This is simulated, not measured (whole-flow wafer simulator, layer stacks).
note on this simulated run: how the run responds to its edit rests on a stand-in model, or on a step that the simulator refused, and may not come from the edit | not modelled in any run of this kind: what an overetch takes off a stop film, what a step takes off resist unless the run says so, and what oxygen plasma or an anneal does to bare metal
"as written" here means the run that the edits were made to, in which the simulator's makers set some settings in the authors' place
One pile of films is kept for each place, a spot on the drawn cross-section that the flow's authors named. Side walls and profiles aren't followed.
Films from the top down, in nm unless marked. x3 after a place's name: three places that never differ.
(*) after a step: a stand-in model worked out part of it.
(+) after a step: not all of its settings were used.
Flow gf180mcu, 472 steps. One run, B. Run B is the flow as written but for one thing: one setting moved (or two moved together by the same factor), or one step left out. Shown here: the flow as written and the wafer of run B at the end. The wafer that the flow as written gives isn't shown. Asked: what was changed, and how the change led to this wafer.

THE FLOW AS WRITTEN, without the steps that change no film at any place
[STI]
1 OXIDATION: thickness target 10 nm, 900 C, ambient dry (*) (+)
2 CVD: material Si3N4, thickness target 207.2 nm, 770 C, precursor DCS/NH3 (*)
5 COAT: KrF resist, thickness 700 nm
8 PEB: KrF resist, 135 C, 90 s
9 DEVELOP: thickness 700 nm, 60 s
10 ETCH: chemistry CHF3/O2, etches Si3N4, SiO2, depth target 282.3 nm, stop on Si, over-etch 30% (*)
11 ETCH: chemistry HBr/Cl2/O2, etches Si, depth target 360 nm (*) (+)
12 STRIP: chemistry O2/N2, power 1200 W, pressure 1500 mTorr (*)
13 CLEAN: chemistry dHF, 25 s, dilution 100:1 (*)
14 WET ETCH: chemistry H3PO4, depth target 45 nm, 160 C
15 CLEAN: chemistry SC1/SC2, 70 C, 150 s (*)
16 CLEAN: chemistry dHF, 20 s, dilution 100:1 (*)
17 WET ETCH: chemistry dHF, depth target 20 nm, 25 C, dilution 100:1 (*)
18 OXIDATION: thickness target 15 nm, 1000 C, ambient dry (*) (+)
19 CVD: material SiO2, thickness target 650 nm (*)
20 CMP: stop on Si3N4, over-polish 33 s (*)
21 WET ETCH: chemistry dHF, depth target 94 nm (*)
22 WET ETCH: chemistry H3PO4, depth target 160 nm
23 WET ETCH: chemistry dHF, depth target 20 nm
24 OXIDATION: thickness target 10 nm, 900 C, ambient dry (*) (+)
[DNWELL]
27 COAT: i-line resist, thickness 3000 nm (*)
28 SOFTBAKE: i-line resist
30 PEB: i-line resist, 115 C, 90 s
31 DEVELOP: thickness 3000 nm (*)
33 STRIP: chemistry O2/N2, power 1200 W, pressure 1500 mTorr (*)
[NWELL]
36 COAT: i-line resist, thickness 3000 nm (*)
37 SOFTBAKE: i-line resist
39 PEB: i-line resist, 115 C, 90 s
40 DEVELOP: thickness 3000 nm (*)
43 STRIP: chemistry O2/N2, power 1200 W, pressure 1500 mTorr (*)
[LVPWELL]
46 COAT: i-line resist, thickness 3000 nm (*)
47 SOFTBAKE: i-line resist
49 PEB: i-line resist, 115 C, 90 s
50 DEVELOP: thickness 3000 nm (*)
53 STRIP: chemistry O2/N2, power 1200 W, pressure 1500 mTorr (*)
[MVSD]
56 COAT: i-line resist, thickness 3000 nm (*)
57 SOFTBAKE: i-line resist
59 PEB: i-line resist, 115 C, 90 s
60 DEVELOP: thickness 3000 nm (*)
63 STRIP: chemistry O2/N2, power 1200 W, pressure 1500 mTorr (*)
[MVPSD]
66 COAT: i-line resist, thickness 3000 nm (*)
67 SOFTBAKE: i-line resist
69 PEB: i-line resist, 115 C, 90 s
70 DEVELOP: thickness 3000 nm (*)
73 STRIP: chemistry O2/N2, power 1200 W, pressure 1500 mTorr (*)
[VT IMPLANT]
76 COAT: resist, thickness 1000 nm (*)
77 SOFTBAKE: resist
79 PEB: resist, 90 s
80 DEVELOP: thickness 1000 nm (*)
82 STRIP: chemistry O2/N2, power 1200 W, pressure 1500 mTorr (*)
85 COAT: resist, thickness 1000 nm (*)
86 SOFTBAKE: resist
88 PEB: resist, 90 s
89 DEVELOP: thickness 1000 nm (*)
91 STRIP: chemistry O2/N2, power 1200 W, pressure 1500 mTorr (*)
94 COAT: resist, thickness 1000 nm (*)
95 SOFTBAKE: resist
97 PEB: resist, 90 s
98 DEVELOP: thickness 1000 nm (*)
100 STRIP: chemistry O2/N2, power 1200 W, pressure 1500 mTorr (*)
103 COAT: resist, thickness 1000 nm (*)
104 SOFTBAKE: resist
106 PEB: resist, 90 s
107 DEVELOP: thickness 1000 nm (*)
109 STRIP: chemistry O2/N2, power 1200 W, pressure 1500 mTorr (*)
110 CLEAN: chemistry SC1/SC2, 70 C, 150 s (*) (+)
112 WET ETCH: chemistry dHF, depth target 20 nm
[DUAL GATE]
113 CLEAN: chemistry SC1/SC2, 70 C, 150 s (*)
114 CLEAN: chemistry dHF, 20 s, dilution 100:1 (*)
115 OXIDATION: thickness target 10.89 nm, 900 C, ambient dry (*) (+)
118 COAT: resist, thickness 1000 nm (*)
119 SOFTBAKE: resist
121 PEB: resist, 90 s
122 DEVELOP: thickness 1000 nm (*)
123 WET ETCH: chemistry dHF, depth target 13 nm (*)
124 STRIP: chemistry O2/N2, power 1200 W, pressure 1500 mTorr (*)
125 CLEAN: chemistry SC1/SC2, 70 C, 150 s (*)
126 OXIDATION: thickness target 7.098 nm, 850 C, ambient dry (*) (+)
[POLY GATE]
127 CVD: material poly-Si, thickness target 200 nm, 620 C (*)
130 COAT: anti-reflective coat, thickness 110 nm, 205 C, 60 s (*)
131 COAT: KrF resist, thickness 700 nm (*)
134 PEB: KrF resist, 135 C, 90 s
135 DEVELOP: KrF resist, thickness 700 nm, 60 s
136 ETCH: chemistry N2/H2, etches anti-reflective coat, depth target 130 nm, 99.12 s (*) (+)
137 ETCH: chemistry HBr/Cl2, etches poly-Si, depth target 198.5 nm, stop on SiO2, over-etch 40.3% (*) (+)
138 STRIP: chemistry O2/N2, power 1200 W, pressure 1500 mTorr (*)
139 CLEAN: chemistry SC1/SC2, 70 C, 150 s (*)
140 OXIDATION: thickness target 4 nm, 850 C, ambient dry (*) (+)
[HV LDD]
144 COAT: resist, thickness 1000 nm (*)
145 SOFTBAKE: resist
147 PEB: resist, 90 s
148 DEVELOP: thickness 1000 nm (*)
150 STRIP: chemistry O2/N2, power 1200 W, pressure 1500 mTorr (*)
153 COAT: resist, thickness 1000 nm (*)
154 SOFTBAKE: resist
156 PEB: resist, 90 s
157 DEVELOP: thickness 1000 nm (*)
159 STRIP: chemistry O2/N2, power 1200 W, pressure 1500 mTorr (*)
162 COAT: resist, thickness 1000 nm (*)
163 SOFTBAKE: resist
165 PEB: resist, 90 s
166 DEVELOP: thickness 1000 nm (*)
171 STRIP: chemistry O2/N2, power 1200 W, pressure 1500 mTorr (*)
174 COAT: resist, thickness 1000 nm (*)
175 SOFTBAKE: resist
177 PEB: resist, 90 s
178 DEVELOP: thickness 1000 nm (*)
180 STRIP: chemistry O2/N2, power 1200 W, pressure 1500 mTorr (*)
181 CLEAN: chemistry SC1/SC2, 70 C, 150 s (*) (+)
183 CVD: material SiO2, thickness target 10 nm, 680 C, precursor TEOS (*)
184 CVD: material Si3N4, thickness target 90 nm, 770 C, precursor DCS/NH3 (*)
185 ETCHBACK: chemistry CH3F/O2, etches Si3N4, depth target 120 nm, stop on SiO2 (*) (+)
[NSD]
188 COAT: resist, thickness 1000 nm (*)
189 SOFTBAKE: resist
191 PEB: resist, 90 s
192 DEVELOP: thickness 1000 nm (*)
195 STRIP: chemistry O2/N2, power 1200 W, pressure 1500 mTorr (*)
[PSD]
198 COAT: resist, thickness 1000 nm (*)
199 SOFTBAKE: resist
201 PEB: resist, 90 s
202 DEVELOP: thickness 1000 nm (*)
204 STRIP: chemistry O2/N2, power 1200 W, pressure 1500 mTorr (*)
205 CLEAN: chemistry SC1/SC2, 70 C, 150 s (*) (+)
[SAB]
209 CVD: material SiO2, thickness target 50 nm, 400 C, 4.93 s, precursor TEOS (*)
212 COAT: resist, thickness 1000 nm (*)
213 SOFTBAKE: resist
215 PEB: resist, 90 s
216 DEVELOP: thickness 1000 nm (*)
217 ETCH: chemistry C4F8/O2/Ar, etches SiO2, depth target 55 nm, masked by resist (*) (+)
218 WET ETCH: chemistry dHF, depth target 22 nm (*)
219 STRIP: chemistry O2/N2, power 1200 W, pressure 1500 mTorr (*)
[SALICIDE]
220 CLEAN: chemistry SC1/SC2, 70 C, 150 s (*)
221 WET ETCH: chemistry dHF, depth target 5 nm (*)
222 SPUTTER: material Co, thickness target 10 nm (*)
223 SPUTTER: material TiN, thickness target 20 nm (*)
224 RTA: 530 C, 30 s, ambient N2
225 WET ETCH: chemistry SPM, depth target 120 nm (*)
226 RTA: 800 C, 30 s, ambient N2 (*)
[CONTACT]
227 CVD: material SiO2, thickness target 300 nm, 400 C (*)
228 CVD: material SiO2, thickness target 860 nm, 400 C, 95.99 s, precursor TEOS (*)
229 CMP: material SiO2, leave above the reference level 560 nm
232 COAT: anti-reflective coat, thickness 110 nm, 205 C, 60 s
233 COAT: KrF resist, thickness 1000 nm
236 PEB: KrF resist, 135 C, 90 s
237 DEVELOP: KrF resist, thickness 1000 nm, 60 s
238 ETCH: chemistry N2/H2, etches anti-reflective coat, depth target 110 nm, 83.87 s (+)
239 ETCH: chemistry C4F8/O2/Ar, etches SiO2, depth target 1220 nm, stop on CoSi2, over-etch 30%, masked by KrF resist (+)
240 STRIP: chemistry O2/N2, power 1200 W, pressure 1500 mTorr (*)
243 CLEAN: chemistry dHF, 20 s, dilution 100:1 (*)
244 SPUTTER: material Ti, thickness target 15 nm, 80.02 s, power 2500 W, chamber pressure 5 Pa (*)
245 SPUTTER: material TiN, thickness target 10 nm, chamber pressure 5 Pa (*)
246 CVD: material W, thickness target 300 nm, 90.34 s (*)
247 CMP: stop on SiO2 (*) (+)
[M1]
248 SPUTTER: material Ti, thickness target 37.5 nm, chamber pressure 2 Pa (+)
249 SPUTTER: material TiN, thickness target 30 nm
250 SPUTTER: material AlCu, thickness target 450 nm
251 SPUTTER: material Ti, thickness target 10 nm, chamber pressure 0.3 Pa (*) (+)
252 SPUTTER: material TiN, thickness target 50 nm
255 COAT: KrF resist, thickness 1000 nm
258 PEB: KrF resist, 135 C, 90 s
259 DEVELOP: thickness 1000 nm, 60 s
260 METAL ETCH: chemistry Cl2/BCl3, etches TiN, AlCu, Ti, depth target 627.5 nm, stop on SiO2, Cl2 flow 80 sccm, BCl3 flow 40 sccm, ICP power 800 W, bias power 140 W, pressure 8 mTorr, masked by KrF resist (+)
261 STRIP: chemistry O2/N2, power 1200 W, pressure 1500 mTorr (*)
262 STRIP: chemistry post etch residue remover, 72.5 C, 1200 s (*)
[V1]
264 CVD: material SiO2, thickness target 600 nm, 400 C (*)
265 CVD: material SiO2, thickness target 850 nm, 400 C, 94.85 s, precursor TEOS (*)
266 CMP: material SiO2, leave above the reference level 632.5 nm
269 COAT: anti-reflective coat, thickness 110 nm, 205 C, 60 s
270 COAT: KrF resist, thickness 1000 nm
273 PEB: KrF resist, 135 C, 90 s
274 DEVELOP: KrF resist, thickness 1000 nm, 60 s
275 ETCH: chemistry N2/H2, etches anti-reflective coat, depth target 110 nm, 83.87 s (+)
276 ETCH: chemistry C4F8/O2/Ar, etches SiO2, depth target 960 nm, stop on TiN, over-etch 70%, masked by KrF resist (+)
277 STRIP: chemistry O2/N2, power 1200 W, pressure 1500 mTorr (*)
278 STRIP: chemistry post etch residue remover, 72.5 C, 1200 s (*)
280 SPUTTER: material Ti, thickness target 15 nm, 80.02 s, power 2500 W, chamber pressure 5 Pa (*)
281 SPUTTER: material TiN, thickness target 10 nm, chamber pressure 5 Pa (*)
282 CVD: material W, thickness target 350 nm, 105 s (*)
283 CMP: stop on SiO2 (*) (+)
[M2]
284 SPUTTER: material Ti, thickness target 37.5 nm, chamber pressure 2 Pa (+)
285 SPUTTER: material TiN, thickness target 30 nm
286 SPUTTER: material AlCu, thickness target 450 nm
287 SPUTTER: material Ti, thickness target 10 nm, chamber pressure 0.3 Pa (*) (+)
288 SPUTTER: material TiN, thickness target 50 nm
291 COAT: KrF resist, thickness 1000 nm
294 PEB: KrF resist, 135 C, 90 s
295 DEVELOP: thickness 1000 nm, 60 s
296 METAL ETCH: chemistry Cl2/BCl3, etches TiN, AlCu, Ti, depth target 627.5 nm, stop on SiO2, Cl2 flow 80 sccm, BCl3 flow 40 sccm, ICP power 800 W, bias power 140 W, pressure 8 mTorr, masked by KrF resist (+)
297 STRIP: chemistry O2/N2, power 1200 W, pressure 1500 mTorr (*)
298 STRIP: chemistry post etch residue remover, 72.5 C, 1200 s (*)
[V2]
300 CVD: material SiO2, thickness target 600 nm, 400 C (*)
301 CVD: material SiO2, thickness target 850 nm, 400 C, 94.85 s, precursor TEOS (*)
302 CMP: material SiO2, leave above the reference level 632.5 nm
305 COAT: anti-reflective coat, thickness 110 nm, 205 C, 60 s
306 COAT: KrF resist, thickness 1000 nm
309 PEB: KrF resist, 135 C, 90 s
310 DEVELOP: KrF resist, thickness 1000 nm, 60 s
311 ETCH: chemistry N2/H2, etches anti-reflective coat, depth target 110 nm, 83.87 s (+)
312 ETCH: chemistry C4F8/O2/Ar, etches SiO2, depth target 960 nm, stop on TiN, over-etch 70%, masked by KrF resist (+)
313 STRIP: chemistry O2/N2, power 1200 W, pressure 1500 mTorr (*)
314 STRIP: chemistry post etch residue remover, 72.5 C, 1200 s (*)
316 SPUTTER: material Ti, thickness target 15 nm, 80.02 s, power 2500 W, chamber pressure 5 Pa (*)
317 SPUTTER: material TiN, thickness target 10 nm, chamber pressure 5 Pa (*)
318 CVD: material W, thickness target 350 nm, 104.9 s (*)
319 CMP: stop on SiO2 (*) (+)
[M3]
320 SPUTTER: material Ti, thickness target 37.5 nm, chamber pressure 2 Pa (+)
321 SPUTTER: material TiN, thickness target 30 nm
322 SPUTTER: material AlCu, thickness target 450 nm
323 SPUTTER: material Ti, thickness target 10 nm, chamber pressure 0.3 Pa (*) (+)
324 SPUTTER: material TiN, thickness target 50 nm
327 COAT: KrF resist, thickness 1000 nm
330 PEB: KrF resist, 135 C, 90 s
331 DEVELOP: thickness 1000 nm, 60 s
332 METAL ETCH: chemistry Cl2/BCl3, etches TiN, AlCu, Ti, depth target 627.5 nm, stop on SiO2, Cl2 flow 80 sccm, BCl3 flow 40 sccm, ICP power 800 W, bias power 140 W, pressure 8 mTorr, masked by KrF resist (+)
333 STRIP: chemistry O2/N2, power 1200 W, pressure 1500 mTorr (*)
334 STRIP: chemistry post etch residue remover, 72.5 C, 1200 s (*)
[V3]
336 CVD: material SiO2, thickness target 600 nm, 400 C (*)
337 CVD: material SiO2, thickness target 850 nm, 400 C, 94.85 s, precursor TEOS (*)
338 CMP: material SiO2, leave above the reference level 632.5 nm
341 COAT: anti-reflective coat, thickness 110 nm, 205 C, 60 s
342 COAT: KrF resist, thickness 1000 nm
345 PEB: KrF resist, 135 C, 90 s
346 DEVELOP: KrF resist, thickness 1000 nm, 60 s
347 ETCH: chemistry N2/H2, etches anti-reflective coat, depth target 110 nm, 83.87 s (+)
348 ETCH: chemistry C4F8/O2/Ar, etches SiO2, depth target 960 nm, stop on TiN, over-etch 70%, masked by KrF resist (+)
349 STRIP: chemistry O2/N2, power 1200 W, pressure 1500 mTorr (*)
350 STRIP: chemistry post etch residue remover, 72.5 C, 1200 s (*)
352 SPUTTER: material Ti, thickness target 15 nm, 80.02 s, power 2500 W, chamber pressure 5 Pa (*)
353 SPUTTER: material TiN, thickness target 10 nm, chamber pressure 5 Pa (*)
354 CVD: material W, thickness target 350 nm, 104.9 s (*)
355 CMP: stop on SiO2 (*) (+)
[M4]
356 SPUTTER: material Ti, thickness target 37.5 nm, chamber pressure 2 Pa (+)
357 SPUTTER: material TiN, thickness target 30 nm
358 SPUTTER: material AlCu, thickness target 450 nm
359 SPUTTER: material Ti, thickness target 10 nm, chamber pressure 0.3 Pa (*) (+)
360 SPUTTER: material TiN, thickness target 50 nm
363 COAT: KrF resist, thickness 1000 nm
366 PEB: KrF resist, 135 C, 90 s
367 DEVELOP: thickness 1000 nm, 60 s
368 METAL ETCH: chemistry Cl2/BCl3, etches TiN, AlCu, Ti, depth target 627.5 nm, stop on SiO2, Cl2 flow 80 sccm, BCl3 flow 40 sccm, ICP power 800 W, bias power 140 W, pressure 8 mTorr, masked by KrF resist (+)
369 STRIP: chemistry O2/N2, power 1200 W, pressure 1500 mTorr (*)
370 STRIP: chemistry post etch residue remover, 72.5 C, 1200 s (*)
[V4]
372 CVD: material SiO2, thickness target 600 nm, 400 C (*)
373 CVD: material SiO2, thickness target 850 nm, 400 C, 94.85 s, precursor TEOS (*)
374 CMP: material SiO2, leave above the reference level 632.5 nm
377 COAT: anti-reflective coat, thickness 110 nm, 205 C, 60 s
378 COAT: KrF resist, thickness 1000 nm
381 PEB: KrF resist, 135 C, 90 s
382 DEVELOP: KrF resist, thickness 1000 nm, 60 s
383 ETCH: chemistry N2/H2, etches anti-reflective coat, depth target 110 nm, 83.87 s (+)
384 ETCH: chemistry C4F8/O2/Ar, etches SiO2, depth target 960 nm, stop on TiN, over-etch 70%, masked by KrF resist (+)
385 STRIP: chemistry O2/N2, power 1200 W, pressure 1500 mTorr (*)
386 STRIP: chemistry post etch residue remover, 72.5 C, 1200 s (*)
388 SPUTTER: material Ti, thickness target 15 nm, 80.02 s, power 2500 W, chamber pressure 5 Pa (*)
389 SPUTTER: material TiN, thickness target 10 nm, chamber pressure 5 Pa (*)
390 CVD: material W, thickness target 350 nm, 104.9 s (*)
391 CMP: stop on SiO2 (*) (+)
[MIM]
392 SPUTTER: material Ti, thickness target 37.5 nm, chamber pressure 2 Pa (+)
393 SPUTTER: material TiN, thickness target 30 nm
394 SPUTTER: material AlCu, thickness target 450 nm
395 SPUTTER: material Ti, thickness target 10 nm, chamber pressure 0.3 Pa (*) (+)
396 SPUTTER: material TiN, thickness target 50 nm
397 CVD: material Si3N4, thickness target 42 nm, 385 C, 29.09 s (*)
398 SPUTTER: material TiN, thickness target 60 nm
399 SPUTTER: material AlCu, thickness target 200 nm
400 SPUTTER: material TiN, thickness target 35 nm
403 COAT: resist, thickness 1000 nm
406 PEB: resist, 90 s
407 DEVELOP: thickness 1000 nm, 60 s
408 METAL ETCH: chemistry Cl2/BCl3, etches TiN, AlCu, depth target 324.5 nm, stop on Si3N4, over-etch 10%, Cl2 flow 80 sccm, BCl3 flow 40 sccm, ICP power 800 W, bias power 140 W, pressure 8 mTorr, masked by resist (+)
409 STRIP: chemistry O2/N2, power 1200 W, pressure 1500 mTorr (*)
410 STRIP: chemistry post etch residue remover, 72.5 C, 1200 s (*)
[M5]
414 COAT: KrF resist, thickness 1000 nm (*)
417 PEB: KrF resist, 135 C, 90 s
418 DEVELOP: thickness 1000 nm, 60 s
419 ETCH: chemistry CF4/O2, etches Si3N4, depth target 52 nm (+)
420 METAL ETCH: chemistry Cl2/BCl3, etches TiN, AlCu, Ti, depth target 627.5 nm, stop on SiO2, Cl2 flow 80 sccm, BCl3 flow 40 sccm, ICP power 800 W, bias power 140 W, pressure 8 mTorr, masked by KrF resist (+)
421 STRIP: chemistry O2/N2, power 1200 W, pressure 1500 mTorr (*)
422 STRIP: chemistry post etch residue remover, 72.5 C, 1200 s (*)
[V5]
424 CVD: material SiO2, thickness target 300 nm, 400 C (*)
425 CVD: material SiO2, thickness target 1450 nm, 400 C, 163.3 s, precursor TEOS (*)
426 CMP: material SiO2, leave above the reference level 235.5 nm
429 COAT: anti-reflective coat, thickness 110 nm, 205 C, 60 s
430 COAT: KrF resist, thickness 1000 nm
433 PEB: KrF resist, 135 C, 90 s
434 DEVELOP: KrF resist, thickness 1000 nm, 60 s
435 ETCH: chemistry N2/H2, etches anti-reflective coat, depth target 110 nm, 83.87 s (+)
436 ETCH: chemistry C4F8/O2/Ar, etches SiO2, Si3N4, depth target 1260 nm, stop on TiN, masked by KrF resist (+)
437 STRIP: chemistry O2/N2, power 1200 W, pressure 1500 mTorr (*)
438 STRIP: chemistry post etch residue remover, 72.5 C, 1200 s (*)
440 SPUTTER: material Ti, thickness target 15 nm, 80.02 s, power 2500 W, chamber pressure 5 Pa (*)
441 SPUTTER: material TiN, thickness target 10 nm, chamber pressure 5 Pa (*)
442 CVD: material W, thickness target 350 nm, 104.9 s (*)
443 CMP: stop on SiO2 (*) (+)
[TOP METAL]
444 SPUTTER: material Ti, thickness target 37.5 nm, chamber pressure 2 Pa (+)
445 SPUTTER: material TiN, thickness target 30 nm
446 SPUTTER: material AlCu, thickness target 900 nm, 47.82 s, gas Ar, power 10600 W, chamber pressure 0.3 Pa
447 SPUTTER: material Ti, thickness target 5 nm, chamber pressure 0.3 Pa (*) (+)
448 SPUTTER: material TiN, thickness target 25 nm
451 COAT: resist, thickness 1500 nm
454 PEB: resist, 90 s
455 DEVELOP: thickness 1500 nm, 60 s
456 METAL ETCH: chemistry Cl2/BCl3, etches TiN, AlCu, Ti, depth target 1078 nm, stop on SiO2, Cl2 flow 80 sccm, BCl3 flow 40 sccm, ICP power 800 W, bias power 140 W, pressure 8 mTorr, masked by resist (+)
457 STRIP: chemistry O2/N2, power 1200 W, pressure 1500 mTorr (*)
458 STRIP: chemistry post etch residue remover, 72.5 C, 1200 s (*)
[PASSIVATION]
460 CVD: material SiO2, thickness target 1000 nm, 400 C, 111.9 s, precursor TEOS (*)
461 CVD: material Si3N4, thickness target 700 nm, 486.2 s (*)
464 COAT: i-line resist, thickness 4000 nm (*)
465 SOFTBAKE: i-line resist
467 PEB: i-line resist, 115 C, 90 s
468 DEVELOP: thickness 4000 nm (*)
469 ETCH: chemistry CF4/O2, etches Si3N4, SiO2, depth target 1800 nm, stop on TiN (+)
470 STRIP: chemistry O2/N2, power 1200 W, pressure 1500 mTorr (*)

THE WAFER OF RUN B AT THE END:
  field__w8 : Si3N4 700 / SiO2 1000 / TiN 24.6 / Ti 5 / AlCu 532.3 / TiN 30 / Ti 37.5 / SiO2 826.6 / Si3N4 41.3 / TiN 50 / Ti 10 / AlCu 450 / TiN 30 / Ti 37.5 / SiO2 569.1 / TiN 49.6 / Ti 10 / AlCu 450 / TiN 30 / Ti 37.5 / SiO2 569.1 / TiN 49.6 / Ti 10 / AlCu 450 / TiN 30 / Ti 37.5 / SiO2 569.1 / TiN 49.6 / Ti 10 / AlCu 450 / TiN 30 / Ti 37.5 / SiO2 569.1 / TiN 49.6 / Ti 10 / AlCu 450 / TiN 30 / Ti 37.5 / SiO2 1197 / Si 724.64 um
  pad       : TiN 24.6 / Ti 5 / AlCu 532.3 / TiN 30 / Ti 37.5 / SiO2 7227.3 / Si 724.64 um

The cause: step 446, SPUTTER: 28.69 s was run, where the flow has 47.82 s.

How the change led to this, step by step:
  446 SPUTTER: material AlCu, thickness target 900 nm, 47.82 s, gas Ar, power 10600 W, chamber pressure 0.3 Pa
      field, field__w1, field__w2 and 109 more: AlCu +532.3 (new film) (as written it would be: AlCu +900 (new film))
  456 METAL ETCH: chemistry Cl2/BCl3, etches TiN, AlCu, Ti, depth target 1078 nm, stop on SiO2, Cl2 flow 80 sccm, BCl3 flow 40 sccm, ICP power 800 W, bias power 140 W, pressure 8 mTorr, masked by resist (+)
      field, field__w1, field__w2 and 103 more: TiN -25 (all of it), Ti -5 (all of it), AlCu -532.3 (all of it), TiN -30 (all of it), Ti -37.5 (all of it) (as written it would be: TiN -25 (all of it), Ti -5 (all of it), AlCu -900 (all of it), TiN -30 (all of it), Ti -37.5 (all of it))
      field__w8, contact, m1, m1__w1, pad, m1_nw: resist -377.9 (as written it would be: resist -431)
  457 STRIP: chemistry O2/N2, power 1200 W, pressure 1500 mTorr (*)
      field__w8, contact, m1, m1__w1, pad, m1_nw: resist -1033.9 (all of it) (as written it would be: resist -980.8 (all of it))
  464 COAT: i-line resist, thickness 4000 nm (*)
      field__w8: i-line resist +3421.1 (new film) (as written it would be: i-line resist +3093.1 (new film))
      contact: i-line resist +3452.2 (new film) (as written it would be: i-line resist +3153.6 (new film))
      (and at 4 more places)
  465 SOFTBAKE: i-line resist
      field__w5, field__w9: i-line resist +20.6 (as written it would be: i-line resist +37.3)
      field__w11, field__w13: i-line resist +20.5 (as written it would be: i-line resist +37.9)
      (and at 65 more places)
  467 PEB: i-line resist, 115 C, 90 s
      field__w8, m1__w1: i-line resist -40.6 (as written it would be: i-line resist -34.7)
      contact, m1: i-line resist -40.8 (as written it would be: i-line resist -35.1)
      (and at 2 more places)
  468 DEVELOP: thickness 4000 nm (*)
      pad: i-line resist -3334 (all of it) (as written it would be: i-line resist -2974.8 (all of it))
  470 STRIP: chemistry O2/N2, power 1200 W, pressure 1500 mTorr (*)
      field__w8: i-line resist -2142.1 (all of it) (as written it would be: i-line resist -1787.7 (all of it))
      contact: i-line resist -2154.7 (all of it) (as written it would be: i-line resist -1811.2 (all of it))
      (and at 3 more places)
